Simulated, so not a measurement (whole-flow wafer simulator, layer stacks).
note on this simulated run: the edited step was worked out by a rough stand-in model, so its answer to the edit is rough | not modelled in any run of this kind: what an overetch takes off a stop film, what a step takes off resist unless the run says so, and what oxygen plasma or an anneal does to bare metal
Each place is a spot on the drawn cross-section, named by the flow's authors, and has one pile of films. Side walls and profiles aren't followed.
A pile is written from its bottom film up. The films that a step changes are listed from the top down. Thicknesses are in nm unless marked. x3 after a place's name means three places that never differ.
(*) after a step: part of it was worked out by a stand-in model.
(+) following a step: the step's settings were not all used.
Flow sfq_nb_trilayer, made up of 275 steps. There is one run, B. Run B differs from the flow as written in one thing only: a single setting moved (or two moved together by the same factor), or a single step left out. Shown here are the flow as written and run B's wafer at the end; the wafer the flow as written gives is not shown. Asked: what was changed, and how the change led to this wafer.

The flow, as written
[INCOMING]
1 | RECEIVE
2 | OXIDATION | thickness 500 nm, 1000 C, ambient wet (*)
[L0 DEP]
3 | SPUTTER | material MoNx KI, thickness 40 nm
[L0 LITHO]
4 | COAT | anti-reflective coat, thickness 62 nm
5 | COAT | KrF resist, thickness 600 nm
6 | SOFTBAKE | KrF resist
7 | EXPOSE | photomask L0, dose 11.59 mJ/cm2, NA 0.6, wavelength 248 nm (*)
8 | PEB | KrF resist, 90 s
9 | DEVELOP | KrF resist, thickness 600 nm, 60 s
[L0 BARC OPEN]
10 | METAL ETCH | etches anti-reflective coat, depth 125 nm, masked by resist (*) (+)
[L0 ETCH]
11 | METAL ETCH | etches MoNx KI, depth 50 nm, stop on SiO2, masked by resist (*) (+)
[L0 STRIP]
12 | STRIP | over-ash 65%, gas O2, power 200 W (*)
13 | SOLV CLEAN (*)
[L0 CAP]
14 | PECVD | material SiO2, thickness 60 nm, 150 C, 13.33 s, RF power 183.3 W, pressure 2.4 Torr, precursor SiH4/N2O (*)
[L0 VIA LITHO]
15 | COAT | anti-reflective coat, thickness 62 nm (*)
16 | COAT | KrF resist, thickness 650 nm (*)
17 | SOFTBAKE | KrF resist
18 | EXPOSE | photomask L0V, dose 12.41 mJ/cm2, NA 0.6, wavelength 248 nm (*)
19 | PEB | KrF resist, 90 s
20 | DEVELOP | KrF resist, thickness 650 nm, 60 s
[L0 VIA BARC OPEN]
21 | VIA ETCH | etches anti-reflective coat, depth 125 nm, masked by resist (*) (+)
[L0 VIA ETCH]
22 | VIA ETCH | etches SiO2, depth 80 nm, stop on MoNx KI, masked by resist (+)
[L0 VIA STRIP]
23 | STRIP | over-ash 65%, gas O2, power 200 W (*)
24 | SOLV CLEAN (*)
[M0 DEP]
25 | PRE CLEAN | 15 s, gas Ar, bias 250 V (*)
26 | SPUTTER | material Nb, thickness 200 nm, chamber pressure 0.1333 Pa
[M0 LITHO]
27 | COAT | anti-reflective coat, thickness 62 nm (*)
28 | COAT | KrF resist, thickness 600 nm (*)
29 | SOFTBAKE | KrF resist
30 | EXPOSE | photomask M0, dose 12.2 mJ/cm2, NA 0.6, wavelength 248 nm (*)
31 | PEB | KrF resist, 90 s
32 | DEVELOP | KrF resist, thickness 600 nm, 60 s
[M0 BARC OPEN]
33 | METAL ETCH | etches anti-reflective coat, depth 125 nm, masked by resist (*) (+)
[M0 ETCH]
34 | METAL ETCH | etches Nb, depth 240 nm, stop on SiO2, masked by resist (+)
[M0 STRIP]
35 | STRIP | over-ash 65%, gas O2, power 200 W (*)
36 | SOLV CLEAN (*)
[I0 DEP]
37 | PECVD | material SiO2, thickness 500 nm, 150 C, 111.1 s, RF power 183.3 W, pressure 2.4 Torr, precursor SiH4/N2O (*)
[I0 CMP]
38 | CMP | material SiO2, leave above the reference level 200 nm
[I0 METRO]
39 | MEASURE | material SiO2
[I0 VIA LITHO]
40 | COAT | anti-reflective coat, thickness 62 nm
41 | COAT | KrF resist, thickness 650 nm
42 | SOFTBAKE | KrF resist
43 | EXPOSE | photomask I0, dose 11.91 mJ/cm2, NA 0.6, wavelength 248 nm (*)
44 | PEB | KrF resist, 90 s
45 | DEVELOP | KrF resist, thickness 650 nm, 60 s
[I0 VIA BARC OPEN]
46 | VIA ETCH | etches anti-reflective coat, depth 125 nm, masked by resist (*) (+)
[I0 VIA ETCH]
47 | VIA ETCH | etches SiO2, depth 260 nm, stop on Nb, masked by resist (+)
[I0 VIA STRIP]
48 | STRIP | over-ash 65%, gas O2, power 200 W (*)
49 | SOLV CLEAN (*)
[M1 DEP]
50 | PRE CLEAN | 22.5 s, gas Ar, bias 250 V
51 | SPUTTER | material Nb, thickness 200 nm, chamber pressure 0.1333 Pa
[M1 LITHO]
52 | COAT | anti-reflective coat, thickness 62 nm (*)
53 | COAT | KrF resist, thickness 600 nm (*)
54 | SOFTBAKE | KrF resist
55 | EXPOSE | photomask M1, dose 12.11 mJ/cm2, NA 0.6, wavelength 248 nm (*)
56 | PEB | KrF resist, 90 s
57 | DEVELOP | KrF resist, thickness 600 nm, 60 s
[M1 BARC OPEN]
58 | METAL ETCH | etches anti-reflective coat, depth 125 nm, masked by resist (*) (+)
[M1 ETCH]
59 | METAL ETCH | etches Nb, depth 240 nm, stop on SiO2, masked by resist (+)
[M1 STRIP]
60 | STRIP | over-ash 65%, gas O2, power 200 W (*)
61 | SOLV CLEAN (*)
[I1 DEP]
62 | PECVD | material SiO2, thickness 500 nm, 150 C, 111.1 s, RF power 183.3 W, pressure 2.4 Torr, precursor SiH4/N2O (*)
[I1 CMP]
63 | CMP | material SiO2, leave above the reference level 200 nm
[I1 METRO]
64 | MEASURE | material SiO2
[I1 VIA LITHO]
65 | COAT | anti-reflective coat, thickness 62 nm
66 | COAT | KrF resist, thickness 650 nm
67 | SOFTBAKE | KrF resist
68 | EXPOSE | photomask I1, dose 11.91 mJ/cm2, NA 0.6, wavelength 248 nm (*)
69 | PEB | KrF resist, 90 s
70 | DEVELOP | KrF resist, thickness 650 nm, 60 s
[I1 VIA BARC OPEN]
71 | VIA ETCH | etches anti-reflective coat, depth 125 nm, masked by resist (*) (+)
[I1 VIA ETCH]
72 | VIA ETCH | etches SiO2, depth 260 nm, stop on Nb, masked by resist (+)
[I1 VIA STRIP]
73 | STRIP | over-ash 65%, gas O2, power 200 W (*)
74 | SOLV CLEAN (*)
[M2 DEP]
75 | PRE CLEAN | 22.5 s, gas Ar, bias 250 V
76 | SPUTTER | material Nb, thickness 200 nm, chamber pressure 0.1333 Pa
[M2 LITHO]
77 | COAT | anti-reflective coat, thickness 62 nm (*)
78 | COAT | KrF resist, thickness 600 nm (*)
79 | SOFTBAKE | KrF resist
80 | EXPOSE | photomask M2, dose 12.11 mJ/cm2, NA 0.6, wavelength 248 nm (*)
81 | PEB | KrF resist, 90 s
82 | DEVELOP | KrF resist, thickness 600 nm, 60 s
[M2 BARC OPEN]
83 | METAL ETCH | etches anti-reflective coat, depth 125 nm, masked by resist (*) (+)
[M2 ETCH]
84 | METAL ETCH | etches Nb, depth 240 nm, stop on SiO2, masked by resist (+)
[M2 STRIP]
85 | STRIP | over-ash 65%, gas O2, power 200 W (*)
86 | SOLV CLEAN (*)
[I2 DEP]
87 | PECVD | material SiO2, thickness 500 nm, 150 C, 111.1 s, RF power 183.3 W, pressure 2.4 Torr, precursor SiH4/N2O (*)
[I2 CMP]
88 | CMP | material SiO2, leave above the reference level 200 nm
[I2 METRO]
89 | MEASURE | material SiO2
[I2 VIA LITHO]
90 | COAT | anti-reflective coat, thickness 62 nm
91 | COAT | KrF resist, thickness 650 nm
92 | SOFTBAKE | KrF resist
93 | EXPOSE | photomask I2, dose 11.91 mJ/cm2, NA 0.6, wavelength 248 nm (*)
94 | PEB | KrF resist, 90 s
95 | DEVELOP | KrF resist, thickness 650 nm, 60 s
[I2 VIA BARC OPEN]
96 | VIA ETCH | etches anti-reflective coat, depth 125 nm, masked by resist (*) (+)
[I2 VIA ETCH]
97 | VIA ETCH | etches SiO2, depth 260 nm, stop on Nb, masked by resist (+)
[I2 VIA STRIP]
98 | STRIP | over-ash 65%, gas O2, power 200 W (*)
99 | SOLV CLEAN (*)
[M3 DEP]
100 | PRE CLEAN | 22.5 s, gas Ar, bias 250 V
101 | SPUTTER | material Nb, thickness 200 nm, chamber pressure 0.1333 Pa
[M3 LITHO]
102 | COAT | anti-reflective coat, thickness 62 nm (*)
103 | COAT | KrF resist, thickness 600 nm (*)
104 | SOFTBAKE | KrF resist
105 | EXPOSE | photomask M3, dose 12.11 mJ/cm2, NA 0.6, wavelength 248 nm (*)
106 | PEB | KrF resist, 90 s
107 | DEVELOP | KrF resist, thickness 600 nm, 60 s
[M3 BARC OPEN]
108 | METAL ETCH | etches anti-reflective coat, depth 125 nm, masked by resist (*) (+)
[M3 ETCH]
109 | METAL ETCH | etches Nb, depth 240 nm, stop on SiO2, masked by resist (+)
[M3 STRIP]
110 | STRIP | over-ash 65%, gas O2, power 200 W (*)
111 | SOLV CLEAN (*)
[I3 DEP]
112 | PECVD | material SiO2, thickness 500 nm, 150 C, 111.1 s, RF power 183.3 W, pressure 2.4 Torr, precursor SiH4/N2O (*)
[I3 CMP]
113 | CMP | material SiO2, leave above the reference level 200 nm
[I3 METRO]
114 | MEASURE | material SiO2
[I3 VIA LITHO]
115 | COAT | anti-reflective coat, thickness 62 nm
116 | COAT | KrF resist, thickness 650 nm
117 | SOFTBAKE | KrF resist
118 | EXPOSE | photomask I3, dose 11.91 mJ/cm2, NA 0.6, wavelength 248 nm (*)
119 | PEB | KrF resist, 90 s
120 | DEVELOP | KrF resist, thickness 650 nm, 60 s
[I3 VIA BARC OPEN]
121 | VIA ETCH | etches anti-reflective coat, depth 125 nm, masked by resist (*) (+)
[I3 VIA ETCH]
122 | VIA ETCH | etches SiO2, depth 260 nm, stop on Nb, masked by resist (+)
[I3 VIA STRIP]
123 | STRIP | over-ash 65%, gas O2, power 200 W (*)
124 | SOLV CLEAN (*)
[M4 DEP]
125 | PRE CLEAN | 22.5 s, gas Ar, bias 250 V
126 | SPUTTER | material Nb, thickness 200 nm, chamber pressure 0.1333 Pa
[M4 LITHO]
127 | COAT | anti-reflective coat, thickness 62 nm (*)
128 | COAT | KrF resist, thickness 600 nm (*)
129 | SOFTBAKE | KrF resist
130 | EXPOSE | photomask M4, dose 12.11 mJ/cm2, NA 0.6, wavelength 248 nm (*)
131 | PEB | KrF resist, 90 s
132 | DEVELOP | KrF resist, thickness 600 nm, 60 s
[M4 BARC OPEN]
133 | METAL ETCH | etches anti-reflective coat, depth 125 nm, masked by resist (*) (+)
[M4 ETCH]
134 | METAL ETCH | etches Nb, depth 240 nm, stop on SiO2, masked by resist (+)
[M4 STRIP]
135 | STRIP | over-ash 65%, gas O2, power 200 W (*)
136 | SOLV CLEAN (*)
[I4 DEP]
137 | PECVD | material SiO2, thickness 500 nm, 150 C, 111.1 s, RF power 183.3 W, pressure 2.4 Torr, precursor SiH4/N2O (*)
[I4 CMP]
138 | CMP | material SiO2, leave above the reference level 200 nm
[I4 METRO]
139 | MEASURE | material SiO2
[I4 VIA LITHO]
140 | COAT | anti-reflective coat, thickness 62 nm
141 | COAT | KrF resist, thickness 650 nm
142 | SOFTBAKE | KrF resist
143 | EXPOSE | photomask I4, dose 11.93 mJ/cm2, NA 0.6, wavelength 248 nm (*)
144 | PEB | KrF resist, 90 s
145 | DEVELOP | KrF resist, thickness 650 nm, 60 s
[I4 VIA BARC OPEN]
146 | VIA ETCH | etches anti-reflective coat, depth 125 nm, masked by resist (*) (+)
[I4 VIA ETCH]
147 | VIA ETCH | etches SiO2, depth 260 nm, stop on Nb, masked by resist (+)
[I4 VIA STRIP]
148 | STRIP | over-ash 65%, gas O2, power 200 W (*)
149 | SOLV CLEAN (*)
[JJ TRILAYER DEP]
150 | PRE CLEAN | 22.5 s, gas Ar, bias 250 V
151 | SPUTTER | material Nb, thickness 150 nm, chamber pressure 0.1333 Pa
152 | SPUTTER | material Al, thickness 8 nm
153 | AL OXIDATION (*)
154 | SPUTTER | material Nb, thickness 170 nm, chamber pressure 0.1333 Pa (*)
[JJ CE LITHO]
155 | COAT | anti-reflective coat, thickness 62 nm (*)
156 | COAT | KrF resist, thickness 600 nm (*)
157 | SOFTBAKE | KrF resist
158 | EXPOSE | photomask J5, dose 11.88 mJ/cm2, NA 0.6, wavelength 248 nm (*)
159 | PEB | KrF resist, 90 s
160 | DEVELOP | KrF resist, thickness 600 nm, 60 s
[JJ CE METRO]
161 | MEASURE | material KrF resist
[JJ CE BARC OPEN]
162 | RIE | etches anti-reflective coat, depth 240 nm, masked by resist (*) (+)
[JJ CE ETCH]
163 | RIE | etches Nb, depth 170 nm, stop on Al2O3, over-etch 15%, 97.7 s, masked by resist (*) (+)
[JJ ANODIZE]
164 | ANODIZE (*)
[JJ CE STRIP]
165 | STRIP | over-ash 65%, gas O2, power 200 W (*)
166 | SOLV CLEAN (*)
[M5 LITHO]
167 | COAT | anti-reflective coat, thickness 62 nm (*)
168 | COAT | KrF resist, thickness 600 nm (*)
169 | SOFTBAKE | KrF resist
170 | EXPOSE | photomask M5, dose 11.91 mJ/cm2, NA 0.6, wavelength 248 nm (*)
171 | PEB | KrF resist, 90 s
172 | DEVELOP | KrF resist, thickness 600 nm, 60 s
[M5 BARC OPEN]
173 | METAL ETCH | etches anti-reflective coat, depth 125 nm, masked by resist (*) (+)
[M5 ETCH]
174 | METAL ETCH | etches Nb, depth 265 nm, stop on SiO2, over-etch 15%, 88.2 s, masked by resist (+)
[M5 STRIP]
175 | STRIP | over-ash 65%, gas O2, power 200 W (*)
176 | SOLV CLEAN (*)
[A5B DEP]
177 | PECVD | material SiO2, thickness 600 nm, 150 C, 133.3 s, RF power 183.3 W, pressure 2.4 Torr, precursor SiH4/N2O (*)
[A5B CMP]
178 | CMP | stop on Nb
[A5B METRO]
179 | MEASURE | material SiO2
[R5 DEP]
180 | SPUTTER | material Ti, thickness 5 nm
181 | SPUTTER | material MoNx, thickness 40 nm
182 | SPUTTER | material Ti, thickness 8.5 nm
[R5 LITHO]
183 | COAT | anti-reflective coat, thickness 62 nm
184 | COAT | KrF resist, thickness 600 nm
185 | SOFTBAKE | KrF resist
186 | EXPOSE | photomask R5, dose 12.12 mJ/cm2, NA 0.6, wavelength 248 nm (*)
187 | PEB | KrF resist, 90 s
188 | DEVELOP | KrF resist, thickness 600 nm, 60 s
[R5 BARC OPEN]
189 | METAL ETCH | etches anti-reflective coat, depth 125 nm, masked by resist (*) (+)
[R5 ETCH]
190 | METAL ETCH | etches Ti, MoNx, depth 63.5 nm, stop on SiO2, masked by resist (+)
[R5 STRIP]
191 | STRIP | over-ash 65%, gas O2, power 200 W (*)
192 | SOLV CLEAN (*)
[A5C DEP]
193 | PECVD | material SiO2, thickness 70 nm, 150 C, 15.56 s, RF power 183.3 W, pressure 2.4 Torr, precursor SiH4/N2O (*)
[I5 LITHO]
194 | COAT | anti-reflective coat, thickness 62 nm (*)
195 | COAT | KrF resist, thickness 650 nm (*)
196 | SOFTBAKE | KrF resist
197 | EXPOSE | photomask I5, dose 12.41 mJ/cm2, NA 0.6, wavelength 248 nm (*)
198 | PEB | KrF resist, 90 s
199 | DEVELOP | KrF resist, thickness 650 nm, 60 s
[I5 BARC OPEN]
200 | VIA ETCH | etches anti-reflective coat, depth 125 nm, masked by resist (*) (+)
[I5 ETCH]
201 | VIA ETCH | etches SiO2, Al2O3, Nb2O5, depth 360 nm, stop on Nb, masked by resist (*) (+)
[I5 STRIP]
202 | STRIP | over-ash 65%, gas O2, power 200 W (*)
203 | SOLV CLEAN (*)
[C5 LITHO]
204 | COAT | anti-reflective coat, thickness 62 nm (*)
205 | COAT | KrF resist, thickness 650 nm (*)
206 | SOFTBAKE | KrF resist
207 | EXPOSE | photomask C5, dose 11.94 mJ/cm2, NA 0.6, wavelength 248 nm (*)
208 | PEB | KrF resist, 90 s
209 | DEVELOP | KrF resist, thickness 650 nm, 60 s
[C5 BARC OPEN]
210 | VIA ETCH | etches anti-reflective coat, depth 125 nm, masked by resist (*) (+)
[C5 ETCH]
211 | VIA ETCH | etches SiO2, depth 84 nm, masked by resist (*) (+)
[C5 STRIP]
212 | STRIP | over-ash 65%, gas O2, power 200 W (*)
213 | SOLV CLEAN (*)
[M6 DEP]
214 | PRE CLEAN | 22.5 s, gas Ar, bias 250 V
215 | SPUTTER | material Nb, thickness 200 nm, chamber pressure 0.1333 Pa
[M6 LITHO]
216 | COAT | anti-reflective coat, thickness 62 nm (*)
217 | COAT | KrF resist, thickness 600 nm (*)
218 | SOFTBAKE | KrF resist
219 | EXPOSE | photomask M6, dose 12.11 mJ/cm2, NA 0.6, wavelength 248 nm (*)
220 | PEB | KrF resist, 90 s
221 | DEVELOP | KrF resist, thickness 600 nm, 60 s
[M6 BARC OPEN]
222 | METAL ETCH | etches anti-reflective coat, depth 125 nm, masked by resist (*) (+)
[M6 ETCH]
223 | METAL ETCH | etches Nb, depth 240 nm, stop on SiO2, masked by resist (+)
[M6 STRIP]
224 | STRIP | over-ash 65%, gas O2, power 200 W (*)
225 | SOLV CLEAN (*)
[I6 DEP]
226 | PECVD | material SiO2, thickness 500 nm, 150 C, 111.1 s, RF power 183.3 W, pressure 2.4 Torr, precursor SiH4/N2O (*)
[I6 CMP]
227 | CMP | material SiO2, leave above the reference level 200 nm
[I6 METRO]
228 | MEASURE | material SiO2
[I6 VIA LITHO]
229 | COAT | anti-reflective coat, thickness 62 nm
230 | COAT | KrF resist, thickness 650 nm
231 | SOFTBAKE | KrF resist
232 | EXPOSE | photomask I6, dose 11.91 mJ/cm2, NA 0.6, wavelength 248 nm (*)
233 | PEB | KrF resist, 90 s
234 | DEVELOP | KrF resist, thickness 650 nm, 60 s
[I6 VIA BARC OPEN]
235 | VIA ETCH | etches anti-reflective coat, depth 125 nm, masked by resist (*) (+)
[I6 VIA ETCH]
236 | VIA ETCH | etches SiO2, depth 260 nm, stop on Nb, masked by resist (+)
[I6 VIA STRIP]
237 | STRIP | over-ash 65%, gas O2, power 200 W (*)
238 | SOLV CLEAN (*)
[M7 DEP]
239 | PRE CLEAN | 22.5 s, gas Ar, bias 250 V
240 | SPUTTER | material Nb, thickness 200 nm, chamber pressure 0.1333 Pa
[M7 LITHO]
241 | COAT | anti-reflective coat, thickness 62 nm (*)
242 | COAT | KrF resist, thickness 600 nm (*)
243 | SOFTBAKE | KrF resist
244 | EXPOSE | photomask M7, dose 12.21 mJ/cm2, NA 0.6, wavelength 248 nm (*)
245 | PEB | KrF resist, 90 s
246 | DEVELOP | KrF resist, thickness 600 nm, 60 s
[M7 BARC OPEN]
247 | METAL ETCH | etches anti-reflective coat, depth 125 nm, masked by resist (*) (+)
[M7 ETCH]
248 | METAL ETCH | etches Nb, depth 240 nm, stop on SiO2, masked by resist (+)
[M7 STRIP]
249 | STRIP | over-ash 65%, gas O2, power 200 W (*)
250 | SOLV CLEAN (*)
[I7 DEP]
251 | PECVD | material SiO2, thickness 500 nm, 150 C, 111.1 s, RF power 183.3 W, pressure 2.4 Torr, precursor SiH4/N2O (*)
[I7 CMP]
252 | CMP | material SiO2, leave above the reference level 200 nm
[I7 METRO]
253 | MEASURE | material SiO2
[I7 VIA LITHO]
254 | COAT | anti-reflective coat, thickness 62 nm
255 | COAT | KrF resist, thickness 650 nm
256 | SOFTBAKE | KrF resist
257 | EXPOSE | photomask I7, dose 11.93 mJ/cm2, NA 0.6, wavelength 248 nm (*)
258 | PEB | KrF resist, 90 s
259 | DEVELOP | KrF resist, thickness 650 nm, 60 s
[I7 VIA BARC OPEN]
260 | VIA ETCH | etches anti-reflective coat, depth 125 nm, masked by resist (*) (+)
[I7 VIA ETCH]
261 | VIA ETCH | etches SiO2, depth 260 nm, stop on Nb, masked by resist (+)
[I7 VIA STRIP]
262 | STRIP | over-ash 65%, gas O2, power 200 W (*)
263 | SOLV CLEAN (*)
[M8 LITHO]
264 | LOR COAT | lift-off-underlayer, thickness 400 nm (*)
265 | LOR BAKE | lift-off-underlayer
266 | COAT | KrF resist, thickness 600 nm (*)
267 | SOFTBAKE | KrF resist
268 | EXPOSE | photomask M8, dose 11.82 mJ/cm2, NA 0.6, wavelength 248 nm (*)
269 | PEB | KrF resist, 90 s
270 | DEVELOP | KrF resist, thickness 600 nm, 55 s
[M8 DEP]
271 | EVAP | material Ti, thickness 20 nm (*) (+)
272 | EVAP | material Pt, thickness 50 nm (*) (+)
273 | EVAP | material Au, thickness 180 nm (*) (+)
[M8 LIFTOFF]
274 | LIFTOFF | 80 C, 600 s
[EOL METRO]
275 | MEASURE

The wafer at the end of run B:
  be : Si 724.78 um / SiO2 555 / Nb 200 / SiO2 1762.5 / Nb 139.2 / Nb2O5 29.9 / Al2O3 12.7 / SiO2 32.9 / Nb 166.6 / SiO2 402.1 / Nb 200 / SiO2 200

Cause: step 201, VIA ETCH: depth 176 nm was run, though the flow has depth 360 nm.

Step by step, how the change led to this:
  201 | VIA ETCH | etches SiO2, Al2O3, Nb2O5, depth 360 nm, stop on Nb, masked by resist (*) (+)
      be: -176 SiO2 (in the flow as written it would be: -216.4 SiO2 (all of it), -12.7 Al2O3 (all of it), -29.9 Nb2O5 (all of it))
      field_l, v_sur, via_wl and 102 more: -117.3 KrF resist (in the flow as written it would be: -240 KrF resist)
  202 | STRIP | over-ash 65%, gas O2, power 200 W (*)
      p4_fl, p4_fm, p4_w1 and 44 more: -455.8 KrF resist (all of it), -62 anti-reflective coat (all of it) (in the flow as written it would be: -333.1 KrF resist (all of it), -62 anti-reflective coat (all of it))
      wl_b_m5, wl_b_sr, wl_c_sl and 11 more: -455.7 KrF resist (all of it), -62 anti-reflective coat (all of it) (in the flow as written it would be: -333 KrF resist (all of it), -62 anti-reflective coat (all of it))
      (and at 44 other places as well)
  204 | COAT | anti-reflective coat, thickness 62 nm (*)
      wire: +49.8 anti-reflective coat (new film) (in the flow as written it would be: +47.4 anti-reflective coat (new film))
      be: +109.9 anti-reflective coat (new film) (in the flow as written it would be: +122.2 anti-reflective coat (new film))
      (and at 1 other place as well)
  205 | COAT | KrF resist, thickness 650 nm (*)
      be: +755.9 KrF resist (new film) (in the flow as written it would be: +815.3 KrF resist (new film))
  212 | STRIP | over-ash 65%, gas O2, power 200 W (*)
      wire: -560.5 KrF resist (all of it), -49.8 anti-reflective coat (all of it) (in the flow as written it would be: -555.8 KrF resist (all of it), -47.4 anti-reflective coat (all of it))
      be: -668.8 KrF resist (all of it), -109.9 anti-reflective coat (all of it) (in the flow as written it would be: -728.2 KrF resist (all of it), -122.2 anti-reflective coat (all of it))
      (and at 1 other place as well)
  214 | PRE CLEAN | 22.5 s, gas Ar, bias 250 V
      be: -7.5 SiO2 (in the flow as written it would be: -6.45 Nb)
  215 | SPUTTER | material Nb, thickness 200 nm, chamber pressure 0.1333 Pa
      be: +166.6 Nb (new film) (in the flow as written it would be: +147.3 Nb)
  216 | COAT | anti-reflective coat, thickness 62 nm (*)
      wire: +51 anti-reflective coat (new film) (in the flow as written it would be: +48.3 anti-reflective coat (new film))
      be: +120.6 anti-reflective coat (new film) (in the flow as written it would be: +136.7 anti-reflective coat (new film))
      (and at 1 other place as well)
  217 | COAT | KrF resist, thickness 600 nm (*)
      be: +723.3 KrF resist (new film) (in the flow as written it would be: +793.9 KrF resist (new film))
  224 | STRIP | over-ash 65%, gas O2, power 200 W (*)
      wire: -375.9 KrF resist (all of it), -51 anti-reflective coat (all of it) (in the flow as written it would be: -369.8 KrF resist (all of it), -48.3 anti-reflective coat (all of it))
      be: -505.4 KrF resist (all of it), -120.6 anti-reflective coat (all of it) (in the flow as written it would be: -575.8 KrF resist (all of it), -136.7 anti-reflective coat (all of it))
      (and at 1 other place as well)
  226 | PECVD | material SiO2, thickness 500 nm, 150 C, 111.1 s, RF power 183.3 W, pressure 2.4 Torr, precursor SiH4/N2O (*)
      be: +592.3 SiO2 (new film) (in the flow as written it would be: +693.5 SiO2 (new film))
With metal films that touch counted as one body, be has 4 bodies (between them, from the top down: SiO2 402.1; SiO2 32.9 / Al2O3 12.7 / Nb2O5 29.9; SiO2 1762.5); the flow as written gives 3 bodies (between them, from the top down: SiO2 503.2; SiO2 1762.5).
